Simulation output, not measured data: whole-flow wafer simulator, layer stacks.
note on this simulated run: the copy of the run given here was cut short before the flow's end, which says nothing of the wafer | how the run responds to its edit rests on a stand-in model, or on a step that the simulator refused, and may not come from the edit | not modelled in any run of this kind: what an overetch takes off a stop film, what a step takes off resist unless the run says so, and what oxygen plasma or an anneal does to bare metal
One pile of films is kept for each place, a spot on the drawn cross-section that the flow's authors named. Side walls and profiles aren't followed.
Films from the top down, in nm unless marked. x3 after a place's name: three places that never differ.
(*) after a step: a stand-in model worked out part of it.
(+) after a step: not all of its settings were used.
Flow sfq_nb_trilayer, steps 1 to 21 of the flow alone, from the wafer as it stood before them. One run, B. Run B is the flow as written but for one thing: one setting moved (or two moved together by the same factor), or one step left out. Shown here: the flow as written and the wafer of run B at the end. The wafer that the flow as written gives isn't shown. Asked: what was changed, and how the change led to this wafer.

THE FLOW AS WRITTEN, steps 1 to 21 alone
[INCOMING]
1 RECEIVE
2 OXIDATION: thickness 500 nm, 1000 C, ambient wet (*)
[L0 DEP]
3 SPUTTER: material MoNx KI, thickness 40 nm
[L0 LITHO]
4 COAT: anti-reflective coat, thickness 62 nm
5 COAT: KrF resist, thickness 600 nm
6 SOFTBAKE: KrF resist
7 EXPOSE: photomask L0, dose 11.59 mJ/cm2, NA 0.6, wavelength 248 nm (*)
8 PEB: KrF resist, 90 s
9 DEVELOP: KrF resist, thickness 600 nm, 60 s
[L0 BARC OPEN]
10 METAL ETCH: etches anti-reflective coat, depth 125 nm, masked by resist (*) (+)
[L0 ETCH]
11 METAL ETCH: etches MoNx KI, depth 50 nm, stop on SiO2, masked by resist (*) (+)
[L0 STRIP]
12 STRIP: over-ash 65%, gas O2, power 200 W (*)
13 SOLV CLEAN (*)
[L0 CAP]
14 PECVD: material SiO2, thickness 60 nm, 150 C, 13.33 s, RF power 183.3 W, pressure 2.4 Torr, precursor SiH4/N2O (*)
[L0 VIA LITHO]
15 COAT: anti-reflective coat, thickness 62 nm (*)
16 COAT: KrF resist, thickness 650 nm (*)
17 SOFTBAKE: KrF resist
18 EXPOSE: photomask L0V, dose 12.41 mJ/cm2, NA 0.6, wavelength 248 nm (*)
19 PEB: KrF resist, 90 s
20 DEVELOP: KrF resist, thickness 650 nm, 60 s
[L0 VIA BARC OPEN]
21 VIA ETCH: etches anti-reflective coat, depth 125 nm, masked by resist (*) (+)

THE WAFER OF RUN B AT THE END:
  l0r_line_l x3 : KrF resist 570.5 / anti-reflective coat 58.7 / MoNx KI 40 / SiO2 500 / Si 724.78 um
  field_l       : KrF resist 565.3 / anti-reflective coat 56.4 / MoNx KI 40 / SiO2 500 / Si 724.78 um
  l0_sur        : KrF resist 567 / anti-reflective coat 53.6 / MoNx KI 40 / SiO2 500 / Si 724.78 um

The cause: step 14, PECVD: material SiO2, thickness 60 nm, 150 C, 13.33 s, RF power 183.3 W, pressure 2.4 Torr, precursor SiH4/N2O (*), was left out.

How the change led to this, step by step:
  15 COAT: anti-reflective coat, thickness 62 nm (*)
      l0r_space_c: anti-reflective coat +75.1 (new film) (as written it would be: anti-reflective coat +77.2 (new film))
